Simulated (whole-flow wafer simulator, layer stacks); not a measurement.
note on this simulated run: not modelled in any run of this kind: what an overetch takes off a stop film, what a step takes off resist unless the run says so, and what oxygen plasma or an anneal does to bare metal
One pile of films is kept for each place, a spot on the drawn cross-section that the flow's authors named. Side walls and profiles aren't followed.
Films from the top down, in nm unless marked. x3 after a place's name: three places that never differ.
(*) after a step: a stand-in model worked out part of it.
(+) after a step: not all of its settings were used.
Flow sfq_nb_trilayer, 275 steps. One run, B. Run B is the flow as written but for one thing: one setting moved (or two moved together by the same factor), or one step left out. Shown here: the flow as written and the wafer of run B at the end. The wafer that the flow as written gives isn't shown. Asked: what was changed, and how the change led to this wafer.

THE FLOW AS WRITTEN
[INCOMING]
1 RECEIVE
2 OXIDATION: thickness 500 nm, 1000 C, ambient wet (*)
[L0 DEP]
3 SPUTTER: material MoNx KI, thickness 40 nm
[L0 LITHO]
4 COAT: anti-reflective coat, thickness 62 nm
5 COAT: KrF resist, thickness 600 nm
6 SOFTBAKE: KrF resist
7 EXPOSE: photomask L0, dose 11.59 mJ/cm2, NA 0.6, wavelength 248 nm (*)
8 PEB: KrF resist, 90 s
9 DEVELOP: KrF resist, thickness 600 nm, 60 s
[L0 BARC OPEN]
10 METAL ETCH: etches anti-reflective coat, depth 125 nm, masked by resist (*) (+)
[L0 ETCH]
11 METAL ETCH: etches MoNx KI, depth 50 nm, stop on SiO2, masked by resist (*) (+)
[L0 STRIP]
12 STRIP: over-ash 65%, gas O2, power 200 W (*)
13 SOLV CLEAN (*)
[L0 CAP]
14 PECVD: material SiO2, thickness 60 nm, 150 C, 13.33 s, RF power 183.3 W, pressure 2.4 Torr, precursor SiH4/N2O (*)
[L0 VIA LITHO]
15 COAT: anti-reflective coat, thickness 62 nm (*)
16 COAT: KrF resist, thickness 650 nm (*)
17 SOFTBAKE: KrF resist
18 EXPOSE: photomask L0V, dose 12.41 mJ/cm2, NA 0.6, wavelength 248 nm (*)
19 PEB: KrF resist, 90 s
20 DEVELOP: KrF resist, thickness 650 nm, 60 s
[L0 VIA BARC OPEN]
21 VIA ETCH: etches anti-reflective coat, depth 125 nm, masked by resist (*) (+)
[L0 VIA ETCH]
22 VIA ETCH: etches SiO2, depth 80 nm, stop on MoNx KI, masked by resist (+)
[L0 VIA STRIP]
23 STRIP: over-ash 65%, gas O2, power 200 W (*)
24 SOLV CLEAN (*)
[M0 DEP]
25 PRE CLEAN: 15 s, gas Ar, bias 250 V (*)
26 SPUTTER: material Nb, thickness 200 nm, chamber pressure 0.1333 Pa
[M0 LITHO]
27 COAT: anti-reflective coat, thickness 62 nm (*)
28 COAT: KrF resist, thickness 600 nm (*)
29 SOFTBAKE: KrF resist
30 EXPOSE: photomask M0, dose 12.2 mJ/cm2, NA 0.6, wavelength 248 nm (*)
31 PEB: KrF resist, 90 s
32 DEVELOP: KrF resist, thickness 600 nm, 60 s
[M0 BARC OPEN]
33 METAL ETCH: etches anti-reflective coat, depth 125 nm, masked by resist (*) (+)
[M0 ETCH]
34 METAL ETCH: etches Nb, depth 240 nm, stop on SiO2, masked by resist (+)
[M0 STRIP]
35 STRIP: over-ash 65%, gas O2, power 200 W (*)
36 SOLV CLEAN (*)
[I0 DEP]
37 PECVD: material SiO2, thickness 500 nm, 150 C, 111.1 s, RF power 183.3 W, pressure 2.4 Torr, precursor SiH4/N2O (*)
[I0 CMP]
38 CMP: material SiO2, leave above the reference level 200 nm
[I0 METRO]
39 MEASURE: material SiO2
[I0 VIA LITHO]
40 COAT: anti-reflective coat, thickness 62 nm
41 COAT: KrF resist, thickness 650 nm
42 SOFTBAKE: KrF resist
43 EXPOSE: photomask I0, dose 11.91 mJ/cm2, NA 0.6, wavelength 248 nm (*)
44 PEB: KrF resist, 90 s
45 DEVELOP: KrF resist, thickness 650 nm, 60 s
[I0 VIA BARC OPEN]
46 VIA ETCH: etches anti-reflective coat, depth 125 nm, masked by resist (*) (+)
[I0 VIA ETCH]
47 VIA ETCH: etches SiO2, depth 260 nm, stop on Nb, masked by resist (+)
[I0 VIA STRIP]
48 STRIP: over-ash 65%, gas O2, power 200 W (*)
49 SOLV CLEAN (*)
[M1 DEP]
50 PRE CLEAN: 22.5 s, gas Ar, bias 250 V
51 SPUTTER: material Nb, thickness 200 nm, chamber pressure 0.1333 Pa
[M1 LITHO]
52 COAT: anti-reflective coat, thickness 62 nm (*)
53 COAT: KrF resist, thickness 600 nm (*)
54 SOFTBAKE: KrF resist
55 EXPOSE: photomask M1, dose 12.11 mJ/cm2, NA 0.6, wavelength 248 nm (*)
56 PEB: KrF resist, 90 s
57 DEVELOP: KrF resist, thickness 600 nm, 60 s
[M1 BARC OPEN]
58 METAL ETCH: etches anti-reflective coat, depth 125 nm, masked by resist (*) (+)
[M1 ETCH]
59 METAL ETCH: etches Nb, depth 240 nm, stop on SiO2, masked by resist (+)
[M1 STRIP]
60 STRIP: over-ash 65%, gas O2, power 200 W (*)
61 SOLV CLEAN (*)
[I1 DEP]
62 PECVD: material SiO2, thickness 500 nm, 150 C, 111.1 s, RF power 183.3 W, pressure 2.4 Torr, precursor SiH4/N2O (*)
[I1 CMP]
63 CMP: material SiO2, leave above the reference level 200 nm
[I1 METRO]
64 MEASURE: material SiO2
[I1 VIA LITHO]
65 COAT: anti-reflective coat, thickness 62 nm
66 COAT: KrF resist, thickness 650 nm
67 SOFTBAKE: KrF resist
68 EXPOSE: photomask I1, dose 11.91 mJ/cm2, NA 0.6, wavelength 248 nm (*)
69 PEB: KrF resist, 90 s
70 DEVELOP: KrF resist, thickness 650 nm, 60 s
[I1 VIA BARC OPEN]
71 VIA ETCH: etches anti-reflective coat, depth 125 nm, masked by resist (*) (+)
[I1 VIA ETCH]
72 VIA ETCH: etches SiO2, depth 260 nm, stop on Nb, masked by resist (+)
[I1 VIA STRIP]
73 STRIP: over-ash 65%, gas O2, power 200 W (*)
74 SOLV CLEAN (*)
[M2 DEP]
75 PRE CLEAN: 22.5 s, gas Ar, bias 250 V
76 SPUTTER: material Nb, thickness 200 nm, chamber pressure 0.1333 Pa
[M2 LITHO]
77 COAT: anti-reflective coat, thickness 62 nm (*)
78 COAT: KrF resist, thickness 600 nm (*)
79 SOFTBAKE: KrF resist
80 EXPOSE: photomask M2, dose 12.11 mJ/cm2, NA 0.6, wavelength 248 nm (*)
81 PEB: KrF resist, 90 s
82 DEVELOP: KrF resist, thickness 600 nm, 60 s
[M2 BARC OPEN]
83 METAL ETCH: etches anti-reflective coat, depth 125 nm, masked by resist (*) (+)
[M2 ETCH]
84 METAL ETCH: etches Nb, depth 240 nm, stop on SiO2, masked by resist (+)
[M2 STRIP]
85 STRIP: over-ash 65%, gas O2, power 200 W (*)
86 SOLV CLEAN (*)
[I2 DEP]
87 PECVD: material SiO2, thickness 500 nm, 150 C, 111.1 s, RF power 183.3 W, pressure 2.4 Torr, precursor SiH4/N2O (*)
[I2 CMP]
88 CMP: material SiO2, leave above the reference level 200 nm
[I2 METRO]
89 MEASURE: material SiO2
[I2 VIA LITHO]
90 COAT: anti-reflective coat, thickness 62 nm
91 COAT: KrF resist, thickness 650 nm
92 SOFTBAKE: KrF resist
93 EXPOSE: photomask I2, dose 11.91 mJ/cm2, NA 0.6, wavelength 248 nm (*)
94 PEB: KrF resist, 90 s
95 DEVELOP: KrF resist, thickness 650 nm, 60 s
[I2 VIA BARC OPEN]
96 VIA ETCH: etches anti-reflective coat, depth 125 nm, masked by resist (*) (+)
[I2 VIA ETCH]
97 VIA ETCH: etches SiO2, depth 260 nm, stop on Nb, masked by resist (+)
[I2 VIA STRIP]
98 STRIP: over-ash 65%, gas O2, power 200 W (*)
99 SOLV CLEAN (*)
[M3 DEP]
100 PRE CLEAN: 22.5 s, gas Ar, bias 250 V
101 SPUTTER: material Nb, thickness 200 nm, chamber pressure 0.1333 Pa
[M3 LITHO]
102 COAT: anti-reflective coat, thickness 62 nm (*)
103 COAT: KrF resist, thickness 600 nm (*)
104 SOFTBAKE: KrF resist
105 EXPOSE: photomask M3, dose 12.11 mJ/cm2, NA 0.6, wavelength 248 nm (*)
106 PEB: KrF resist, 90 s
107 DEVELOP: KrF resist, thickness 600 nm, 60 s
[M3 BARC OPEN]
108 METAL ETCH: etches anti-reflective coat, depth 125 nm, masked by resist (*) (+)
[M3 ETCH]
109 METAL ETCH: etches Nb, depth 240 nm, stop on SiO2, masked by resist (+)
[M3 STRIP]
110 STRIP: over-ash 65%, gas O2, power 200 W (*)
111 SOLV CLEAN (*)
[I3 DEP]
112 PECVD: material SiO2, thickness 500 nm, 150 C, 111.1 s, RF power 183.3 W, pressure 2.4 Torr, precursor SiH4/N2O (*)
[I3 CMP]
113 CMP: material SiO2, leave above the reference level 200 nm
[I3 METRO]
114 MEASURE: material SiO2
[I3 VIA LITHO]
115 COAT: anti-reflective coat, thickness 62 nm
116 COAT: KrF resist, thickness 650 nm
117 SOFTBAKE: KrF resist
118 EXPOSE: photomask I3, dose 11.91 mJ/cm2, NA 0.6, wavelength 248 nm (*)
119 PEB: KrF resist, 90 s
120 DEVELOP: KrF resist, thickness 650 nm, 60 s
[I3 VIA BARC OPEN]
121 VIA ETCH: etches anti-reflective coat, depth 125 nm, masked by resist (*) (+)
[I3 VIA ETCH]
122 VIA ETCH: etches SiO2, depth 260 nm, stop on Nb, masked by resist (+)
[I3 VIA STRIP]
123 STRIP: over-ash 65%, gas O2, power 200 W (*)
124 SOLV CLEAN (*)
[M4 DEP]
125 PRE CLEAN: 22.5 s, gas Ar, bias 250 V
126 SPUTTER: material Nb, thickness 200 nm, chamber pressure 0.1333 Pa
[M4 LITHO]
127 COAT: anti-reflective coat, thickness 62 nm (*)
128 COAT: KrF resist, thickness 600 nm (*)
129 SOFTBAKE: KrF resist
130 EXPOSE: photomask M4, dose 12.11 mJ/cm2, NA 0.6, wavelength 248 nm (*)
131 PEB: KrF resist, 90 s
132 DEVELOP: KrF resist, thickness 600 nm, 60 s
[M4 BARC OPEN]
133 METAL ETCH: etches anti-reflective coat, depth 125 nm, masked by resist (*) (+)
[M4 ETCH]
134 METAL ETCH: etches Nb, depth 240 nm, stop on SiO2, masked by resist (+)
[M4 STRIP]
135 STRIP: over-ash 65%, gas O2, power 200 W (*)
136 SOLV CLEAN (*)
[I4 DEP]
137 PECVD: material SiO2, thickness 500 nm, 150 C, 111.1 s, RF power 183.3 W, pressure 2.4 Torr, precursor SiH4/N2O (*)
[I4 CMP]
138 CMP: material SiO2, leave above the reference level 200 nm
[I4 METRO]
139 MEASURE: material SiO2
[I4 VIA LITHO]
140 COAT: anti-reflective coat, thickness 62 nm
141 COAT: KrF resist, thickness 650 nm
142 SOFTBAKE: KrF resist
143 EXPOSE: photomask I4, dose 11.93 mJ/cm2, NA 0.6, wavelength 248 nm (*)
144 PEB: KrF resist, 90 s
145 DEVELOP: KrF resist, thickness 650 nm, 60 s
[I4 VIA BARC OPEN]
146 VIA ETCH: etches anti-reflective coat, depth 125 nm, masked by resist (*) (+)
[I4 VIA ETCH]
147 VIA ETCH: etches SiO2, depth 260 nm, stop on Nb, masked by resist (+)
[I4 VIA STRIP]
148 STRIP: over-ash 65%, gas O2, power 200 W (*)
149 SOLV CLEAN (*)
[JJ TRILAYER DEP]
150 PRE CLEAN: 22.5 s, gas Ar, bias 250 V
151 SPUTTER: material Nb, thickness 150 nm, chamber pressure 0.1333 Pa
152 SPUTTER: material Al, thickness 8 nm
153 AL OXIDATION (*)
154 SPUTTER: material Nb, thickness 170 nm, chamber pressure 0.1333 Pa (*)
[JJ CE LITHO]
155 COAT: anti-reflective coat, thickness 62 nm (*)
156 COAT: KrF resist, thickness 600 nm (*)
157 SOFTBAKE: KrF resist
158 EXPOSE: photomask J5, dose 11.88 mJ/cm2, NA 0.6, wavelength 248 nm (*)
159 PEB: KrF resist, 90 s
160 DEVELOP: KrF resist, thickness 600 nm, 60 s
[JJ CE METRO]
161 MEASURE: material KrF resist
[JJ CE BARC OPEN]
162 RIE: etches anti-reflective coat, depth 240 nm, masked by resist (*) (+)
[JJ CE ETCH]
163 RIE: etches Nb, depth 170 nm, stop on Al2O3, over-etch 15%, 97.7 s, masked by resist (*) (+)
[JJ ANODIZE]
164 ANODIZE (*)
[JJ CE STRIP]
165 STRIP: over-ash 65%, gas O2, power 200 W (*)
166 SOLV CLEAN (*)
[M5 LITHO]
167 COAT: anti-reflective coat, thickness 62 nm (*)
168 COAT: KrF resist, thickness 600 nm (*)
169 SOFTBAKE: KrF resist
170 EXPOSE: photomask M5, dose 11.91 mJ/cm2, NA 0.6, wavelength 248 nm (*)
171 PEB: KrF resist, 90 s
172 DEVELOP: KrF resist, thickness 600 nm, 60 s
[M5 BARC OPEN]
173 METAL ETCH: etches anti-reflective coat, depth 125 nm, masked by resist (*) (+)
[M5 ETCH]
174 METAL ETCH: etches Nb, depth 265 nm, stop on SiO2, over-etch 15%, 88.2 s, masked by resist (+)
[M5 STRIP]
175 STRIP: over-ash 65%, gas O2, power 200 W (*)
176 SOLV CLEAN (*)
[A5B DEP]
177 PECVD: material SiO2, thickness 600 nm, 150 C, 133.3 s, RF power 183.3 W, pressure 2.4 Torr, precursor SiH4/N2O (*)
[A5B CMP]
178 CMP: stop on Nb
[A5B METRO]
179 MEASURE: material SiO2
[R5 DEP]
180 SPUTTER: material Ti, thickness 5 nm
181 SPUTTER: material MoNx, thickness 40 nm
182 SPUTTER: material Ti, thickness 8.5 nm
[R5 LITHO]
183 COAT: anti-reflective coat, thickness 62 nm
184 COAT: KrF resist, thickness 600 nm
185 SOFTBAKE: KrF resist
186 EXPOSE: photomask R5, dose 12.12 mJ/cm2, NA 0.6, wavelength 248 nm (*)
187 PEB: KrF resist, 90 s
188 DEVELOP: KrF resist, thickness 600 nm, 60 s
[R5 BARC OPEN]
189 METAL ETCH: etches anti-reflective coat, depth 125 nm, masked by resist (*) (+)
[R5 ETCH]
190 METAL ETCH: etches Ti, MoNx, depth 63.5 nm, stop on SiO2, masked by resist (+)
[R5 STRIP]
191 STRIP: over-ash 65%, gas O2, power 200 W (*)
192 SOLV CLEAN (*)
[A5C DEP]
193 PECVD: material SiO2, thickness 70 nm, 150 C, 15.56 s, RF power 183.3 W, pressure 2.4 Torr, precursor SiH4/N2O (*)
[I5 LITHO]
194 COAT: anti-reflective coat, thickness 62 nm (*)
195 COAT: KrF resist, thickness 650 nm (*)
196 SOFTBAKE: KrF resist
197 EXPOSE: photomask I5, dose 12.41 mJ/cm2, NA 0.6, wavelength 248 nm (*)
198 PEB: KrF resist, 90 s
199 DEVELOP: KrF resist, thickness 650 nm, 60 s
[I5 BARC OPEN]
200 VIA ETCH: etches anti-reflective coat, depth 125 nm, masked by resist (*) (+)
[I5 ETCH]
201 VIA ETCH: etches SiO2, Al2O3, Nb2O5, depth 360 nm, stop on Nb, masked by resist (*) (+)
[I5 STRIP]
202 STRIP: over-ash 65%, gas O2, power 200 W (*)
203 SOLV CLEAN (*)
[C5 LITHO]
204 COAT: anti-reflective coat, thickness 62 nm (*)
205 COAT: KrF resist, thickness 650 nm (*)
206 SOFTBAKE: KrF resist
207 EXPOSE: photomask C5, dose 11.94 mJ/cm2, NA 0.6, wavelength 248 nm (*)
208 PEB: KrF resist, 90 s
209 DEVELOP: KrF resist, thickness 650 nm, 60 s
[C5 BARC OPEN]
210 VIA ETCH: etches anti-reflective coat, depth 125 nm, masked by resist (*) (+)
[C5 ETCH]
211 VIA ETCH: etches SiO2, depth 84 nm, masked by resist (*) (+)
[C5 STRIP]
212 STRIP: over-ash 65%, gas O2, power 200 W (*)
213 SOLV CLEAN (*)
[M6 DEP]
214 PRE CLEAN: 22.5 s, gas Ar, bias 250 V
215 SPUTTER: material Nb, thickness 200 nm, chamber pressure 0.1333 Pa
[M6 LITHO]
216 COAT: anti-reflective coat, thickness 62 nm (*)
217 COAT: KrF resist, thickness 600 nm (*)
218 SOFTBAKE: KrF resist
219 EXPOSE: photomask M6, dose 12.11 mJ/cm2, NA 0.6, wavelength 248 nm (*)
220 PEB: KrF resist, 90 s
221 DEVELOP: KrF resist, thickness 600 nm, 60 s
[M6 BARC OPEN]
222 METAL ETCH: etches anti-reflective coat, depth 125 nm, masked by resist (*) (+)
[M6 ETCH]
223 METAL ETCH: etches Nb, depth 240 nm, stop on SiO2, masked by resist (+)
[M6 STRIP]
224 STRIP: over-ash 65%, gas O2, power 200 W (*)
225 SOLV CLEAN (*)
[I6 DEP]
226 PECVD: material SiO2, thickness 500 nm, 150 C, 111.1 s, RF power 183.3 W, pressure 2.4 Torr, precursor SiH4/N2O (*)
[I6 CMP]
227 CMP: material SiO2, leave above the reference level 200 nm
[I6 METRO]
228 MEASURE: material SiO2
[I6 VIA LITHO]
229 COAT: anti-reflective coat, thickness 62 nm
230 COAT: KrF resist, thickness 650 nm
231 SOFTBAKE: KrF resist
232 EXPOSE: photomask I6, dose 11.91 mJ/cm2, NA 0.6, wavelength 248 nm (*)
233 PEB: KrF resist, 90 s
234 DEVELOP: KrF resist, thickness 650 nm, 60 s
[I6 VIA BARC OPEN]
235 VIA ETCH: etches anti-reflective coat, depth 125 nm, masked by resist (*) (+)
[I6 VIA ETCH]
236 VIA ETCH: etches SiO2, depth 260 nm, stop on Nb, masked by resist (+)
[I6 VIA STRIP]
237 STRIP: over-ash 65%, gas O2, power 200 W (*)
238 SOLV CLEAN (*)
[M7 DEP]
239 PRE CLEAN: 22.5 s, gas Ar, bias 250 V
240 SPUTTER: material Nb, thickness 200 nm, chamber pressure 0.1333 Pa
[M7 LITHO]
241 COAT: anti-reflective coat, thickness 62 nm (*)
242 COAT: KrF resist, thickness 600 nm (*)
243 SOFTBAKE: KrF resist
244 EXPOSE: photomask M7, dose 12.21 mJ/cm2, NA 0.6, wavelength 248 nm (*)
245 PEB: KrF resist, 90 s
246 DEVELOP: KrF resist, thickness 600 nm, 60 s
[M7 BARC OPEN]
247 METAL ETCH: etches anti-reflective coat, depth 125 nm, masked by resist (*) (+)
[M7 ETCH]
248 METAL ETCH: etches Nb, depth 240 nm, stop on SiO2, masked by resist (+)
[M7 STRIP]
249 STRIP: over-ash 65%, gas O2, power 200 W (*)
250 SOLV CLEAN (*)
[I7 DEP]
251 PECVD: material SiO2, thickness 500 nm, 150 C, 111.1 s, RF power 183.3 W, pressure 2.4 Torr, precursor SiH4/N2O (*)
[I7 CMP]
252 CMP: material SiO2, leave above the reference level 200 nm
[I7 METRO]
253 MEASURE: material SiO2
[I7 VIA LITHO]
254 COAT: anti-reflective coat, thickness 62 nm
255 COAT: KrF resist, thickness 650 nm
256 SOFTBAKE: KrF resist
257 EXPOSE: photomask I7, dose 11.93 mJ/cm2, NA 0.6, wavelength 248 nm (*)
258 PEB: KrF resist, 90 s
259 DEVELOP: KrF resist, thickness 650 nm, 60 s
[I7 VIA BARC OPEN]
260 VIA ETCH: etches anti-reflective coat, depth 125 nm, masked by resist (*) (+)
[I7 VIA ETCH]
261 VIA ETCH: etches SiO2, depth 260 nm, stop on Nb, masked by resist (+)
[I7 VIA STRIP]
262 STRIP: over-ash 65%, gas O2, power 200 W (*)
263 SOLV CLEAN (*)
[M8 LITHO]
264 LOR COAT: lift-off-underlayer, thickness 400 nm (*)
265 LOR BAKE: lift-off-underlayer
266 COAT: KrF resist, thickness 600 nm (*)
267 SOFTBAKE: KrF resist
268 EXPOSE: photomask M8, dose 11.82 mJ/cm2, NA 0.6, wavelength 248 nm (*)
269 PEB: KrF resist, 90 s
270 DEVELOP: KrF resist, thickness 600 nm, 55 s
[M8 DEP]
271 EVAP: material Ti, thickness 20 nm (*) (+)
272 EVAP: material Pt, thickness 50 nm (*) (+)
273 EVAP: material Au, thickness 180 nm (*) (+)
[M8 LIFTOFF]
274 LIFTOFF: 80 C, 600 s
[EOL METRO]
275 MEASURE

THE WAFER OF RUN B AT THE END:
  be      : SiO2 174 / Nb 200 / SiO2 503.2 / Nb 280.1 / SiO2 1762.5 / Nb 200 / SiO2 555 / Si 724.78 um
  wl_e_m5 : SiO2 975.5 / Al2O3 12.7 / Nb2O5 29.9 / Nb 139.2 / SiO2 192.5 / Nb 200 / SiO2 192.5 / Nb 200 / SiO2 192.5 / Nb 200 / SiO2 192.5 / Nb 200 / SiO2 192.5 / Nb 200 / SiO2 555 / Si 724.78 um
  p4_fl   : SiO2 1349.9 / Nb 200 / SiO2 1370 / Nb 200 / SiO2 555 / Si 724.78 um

The cause: step 252, CMP: leave above the reference level 174 nm was run, where the flow has leave above the reference level 200 nm.
It can be read off the wafer: be has SiO2 174, and step 252 as written asks for 200 nm.

How the change led to this, step by step:
  252 CMP: material SiO2, leave above the reference level 200 nm
      field_l, p4_fl, p4_fm and 56 more: SiO2 -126 (as written it would be: SiO2 -100)
      v_sur, via_wl, via_w and 37 more: SiO2 -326 (as written it would be: SiO2 -300)
      (and at 7 more places)
  261 VIA ETCH: etches SiO2, depth 260 nm, stop on Nb, masked by resist (+)
      via_wl, via_w, via_wr: SiO2 -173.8 (all of it) (as written it would be: SiO2 -199.8 (all of it))
  264 LOR COAT: lift-off-underlayer, thickness 400 nm (*)
      via_wl, via_wr: lift-off-underlayer +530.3 (new film) (as written it would be: lift-off-underlayer +549.8 (new film))
      via_w: lift-off-underlayer +518.7 (new film) (as written it would be: lift-off-underlayer +536.4 (new film))
  270 DEVELOP: KrF resist, thickness 600 nm, 55 s
      via_wl: KrF resist -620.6 (all of it), lift-off-underlayer -530.3 (all of it) (as written it would be: KrF resist -623.9 (all of it), lift-off-underlayer -549.8 (all of it))
      via_w: KrF resist -630.7 (all of it), lift-off-underlayer -518.7 (all of it) (as written it would be: KrF resist -635.4 (all of it), lift-off-underlayer -536.4 (all of it))
      (and at 1 more place)
